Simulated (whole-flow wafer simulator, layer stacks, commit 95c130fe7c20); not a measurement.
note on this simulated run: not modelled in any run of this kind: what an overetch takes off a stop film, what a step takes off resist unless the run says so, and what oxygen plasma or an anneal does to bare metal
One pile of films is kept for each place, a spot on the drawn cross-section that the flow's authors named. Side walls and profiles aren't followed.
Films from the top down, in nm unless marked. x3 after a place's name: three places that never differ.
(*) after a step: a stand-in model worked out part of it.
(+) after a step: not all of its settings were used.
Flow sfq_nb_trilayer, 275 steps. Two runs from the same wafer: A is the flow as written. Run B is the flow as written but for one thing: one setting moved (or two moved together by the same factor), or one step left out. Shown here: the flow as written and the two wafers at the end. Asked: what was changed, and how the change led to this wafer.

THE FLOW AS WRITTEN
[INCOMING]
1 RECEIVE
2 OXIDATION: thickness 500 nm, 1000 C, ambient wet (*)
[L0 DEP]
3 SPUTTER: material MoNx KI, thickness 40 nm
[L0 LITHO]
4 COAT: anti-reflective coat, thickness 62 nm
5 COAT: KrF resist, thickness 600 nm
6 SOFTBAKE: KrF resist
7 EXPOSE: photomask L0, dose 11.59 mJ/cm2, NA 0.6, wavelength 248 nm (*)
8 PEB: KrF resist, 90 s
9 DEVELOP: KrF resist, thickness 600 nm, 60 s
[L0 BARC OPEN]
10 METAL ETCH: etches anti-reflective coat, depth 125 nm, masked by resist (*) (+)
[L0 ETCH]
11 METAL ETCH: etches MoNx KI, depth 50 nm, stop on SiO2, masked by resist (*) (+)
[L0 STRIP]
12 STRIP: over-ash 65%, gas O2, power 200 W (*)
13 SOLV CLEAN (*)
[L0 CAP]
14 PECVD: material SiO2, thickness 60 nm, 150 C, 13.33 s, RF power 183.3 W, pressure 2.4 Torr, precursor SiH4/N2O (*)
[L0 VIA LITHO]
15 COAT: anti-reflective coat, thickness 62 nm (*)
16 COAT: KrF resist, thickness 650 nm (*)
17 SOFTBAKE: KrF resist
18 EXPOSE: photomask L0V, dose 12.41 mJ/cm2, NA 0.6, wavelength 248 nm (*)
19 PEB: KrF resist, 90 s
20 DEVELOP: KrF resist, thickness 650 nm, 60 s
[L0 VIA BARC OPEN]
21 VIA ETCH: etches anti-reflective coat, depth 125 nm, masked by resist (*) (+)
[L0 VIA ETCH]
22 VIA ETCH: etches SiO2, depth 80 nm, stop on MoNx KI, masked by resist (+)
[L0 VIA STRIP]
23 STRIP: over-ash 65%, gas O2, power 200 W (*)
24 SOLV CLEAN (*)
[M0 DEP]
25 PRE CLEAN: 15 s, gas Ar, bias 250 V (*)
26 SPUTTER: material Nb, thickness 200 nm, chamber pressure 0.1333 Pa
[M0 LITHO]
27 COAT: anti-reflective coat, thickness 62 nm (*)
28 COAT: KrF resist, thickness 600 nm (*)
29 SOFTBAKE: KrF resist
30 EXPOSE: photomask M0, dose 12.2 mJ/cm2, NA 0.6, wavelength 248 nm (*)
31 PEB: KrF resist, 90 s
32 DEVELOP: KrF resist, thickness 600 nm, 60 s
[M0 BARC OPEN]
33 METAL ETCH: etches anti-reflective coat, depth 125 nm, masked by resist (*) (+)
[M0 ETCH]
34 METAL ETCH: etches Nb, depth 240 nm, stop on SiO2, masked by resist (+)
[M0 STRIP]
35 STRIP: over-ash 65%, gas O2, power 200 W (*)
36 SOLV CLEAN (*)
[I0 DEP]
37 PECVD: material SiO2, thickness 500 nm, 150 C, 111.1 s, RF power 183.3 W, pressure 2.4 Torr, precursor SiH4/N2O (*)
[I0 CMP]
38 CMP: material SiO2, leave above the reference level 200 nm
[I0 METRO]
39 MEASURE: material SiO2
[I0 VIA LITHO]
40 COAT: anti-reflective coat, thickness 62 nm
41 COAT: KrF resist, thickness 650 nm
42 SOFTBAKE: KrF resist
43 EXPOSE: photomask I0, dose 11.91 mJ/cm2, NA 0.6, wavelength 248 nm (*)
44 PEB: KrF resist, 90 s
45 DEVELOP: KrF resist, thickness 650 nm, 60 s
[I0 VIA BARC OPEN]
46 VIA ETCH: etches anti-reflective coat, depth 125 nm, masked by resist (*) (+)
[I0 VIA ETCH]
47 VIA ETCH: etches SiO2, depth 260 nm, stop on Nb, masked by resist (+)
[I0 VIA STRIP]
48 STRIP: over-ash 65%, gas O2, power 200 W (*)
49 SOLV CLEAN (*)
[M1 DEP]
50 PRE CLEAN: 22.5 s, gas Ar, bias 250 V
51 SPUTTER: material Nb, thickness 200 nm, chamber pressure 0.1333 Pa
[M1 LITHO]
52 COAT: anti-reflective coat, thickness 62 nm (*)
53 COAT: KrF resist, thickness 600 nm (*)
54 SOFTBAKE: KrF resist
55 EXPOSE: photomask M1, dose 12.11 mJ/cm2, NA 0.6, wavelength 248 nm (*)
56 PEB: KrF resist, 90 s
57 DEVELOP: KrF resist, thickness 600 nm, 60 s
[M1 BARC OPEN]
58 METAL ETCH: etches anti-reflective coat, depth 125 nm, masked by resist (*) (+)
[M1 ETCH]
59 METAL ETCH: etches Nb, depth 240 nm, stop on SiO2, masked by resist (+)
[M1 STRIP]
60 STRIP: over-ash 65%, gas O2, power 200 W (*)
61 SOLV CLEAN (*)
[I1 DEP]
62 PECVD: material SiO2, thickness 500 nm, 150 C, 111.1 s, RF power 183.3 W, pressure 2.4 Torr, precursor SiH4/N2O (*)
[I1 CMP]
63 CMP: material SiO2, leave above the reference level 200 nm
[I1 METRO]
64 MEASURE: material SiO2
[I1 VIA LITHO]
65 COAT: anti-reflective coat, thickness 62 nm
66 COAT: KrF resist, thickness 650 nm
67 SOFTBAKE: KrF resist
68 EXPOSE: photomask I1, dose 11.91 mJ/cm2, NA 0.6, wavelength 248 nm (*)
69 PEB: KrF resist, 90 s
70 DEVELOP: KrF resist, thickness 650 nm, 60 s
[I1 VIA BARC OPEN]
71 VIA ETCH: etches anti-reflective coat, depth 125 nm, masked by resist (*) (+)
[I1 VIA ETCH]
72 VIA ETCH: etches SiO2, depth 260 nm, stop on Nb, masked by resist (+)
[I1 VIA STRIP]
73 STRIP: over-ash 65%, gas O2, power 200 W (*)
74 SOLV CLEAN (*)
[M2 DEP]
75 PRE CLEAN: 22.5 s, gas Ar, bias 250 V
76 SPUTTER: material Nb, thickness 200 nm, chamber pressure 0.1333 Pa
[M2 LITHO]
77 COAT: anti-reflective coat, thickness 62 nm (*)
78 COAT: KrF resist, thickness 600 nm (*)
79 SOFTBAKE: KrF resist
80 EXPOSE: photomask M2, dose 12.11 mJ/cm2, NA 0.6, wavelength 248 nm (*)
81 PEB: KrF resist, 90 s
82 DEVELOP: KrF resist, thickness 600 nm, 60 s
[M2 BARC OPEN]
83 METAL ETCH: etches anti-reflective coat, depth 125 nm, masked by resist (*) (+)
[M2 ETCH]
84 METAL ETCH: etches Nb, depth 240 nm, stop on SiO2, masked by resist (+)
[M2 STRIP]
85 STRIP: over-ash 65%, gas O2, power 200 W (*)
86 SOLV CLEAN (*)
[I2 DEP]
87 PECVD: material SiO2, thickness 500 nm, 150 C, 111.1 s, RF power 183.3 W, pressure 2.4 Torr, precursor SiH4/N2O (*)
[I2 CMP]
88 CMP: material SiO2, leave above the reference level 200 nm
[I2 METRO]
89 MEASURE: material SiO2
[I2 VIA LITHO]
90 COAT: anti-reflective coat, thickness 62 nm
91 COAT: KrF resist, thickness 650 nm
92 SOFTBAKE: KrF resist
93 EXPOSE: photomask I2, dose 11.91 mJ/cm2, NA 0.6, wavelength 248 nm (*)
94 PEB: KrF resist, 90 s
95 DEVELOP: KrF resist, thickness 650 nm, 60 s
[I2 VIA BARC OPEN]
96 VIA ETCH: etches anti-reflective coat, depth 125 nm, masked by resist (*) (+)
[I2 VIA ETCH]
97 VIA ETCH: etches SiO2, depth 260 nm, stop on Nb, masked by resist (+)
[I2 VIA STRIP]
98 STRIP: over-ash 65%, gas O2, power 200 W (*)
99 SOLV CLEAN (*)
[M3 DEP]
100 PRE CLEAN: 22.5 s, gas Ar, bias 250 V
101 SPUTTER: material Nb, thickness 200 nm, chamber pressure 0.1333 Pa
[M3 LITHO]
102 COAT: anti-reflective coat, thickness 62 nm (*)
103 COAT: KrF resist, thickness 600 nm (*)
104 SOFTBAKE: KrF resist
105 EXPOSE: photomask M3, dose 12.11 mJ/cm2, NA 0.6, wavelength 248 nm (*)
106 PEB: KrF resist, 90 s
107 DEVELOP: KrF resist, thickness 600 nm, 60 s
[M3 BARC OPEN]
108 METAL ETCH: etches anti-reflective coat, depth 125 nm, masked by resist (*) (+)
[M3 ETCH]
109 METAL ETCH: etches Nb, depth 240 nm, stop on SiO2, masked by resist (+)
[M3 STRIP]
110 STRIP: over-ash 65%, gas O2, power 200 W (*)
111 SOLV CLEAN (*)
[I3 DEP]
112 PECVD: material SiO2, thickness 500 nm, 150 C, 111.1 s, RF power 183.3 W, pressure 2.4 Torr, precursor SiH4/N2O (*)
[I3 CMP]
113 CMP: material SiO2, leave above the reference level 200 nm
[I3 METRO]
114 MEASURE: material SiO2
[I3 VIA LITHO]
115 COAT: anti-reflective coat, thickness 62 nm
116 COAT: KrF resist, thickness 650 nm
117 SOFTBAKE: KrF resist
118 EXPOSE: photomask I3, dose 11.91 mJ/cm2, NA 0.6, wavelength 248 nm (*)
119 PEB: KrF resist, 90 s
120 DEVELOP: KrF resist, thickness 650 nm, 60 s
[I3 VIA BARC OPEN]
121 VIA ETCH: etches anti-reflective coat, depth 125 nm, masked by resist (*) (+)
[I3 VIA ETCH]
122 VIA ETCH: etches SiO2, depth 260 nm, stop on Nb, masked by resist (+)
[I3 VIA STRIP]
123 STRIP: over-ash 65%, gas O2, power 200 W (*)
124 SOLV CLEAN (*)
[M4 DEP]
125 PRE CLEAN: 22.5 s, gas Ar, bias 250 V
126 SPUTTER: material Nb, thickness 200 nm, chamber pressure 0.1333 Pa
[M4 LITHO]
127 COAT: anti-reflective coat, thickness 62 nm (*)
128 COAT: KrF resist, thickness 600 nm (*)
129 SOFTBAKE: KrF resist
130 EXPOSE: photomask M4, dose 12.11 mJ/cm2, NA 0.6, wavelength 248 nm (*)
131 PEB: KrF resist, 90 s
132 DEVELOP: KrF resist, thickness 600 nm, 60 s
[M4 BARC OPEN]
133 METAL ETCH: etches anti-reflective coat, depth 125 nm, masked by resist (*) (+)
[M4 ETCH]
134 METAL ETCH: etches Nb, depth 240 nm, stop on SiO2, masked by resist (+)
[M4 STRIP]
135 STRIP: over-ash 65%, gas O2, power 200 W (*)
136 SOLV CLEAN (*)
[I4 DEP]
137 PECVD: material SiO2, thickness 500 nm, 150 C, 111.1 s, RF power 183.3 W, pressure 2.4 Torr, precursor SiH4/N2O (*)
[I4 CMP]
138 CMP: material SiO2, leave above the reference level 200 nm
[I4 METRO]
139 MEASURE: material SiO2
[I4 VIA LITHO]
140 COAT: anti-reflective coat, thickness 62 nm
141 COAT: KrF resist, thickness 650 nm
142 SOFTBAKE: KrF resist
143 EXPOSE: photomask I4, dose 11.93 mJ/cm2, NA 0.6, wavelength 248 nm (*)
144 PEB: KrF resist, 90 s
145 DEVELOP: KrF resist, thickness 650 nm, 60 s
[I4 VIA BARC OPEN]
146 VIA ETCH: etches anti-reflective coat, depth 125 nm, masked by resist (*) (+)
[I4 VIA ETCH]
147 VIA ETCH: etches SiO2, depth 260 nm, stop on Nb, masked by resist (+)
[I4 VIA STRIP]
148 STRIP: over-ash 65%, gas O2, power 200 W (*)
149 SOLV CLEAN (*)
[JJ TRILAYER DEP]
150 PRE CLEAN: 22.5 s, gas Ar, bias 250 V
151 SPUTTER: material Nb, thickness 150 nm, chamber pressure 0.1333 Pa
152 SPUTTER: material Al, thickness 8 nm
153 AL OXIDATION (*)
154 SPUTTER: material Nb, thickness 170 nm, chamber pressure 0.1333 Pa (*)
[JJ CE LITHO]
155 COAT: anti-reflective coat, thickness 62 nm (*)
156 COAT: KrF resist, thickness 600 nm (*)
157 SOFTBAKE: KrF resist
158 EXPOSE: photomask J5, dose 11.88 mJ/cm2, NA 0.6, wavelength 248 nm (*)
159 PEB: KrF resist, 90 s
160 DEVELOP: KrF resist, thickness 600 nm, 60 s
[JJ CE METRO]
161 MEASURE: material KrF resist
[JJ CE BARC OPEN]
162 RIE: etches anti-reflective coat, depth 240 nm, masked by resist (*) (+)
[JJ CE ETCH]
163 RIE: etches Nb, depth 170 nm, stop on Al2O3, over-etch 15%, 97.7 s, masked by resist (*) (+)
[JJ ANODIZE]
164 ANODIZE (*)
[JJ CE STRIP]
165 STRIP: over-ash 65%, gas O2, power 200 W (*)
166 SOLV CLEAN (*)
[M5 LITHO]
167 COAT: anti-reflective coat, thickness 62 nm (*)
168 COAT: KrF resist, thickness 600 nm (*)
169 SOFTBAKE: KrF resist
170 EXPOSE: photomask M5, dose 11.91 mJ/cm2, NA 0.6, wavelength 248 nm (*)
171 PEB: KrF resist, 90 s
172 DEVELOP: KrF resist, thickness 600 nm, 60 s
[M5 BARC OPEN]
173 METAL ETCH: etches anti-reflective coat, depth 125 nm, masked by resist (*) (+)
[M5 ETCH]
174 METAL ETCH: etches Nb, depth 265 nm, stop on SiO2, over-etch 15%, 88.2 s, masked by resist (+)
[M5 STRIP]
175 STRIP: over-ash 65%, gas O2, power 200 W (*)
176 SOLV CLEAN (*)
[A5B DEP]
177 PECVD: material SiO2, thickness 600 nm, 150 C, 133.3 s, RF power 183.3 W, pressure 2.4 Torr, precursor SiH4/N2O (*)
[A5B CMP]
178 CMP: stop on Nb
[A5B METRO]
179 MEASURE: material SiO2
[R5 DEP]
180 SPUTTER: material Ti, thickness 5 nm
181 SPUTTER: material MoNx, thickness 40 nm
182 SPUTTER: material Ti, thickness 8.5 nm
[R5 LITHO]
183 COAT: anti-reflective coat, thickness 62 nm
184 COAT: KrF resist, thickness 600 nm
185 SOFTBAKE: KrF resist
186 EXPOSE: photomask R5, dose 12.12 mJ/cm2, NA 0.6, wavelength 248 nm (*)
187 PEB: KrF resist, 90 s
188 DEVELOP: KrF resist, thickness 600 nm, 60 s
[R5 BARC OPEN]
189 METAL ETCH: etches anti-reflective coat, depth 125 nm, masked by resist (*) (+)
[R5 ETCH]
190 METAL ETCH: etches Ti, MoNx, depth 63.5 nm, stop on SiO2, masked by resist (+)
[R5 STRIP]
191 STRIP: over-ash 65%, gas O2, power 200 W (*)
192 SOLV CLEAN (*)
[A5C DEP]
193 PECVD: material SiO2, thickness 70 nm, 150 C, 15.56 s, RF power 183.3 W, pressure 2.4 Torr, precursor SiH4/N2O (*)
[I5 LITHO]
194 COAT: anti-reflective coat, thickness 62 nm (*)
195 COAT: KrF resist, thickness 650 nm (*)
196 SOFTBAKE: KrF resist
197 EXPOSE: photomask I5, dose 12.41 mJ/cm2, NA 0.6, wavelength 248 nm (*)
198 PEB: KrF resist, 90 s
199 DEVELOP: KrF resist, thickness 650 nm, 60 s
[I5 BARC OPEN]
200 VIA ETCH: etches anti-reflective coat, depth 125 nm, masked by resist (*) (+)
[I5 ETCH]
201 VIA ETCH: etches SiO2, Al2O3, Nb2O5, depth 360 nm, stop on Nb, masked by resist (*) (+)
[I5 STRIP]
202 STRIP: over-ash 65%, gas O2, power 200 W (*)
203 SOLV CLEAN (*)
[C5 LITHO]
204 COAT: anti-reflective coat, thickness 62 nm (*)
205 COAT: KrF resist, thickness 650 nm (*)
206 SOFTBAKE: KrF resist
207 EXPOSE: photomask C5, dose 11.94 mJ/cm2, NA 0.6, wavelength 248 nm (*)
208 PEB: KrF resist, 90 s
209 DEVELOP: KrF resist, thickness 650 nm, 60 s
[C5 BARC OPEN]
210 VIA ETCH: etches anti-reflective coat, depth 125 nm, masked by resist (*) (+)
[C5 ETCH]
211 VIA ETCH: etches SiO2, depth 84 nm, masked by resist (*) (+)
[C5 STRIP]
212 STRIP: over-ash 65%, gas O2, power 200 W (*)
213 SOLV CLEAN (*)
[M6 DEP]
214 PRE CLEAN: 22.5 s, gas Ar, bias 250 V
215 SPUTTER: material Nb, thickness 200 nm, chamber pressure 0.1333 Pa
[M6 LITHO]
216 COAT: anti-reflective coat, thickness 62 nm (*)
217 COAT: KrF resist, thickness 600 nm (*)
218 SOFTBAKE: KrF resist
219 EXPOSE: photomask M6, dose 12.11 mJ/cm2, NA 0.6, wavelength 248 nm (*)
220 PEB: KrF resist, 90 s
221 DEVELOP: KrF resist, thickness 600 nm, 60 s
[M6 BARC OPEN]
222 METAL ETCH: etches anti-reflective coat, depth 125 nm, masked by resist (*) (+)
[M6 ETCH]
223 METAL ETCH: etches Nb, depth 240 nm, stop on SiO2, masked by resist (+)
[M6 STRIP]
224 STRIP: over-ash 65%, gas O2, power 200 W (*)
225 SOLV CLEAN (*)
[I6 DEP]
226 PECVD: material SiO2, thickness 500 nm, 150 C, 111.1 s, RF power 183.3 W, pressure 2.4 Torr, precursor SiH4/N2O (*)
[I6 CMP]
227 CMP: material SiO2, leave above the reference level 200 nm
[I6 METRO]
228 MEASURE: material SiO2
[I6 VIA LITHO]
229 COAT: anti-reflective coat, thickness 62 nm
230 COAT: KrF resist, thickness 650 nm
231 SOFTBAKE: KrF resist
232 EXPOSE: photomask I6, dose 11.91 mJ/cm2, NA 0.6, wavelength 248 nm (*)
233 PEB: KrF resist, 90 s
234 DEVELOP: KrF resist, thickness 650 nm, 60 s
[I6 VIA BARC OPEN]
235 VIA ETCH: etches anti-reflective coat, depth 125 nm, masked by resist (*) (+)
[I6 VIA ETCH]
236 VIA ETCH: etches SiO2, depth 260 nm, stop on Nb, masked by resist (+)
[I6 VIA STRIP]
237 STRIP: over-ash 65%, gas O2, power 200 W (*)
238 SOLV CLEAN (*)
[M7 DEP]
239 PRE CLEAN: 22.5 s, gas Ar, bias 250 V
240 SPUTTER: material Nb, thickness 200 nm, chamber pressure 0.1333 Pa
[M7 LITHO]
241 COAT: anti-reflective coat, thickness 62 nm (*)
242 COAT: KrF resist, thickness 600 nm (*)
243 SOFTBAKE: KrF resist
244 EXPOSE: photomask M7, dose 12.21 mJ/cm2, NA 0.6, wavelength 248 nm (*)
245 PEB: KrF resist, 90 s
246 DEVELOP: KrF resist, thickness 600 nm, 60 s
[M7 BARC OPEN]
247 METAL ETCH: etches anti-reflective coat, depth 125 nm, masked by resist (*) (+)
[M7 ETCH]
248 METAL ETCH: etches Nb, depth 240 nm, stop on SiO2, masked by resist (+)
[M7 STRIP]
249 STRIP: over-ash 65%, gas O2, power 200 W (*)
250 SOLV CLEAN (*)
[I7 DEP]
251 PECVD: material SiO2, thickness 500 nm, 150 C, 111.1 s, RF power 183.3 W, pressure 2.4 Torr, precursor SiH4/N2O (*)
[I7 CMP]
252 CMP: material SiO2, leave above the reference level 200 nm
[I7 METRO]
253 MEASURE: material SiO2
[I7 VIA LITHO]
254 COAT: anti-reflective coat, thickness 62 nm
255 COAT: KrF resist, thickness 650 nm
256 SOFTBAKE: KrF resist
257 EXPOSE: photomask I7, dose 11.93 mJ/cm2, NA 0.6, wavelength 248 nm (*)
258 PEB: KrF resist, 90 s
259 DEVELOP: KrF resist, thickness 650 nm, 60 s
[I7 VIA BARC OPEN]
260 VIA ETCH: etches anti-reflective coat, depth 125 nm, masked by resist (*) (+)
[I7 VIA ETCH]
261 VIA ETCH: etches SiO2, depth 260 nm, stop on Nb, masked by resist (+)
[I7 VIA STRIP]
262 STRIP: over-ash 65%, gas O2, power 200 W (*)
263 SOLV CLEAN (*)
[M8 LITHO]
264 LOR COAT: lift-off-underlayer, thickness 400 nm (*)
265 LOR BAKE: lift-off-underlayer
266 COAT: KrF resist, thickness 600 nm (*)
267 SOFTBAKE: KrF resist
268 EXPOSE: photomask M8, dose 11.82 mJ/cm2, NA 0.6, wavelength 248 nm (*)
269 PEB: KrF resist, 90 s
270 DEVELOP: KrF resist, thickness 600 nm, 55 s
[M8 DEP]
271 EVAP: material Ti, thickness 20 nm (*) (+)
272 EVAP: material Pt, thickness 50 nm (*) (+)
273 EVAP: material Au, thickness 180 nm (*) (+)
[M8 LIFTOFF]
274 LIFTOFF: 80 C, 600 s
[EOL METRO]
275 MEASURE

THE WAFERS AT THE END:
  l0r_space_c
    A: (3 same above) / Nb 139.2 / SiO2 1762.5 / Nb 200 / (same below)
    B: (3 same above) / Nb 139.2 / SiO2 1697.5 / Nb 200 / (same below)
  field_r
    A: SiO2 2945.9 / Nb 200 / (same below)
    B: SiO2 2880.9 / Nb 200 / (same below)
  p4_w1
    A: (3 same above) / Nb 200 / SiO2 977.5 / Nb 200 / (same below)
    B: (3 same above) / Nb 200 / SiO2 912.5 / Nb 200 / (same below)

The cause: step 63, CMP: leave above the reference level 135 nm was run, where the flow has leave above the reference level 200 nm.

How the change led to this, step by step:
  63 CMP: material SiO2, leave above the reference level 200 nm
      field_l, be, be_sur and 72 more: A SiO2 -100 | B SiO2 -165
      v_sur, via_wl, via_wr and 20 more: A SiO2 -300 | B SiO2 -365
      (and at 8 more places)
  72 VIA ETCH: etches SiO2, depth 260 nm, stop on Nb, masked by resist (+)
      field_l, v_sur, via_wl and 102 more: A KrF resist -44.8 | B KrF resist -34.9
      via_v: A SiO2 -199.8 (all of it) | B SiO2 -134.8 (all of it)
  76 SPUTTER: material Nb, thickness 200 nm, chamber pressure 0.1333 Pa
      via_v: A Nb +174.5 | B Nb +187.7
  77 COAT: anti-reflective coat, thickness 62 nm (*)
      via_sp: A anti-reflective coat +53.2 (new film) | B anti-reflective coat +54.5 (new film)
      via_v: A anti-reflective coat +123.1 (new film) | B anti-reflective coat +108.4 (new film)
      (and at 1 more place)
  78 COAT: KrF resist, thickness 600 nm (*)
      via_v: A KrF resist +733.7 (new film) | B KrF resist +680.7 (new film)
  85 STRIP: over-ash 65%, gas O2, power 200 W (*)
      via_sp: A KrF resist -374.4 (all of it), anti-reflective coat -53.2 (all of it) | B KrF resist -378.7 (all of it), anti-reflective coat -54.5 (all of it)
      via_v: A KrF resist -515.8 (all of it), anti-reflective coat -123.1 (all of it) | B KrF resist -462.9 (all of it), anti-reflective coat -108.4 (all of it)
      (and at 1 more place)
  87 PECVD: material SiO2, thickness 500 nm, 150 C, 111.1 s, RF power 183.3 W, pressure 2.4 Torr, precursor SiH4/N2O (*)
      via_v: A SiO2 +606 (new film) | B SiO2 +503.4 (new film)
  88 CMP: material SiO2, leave above the reference level 200 nm
      via_v: A SiO2 -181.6 | B SiO2 -157.1
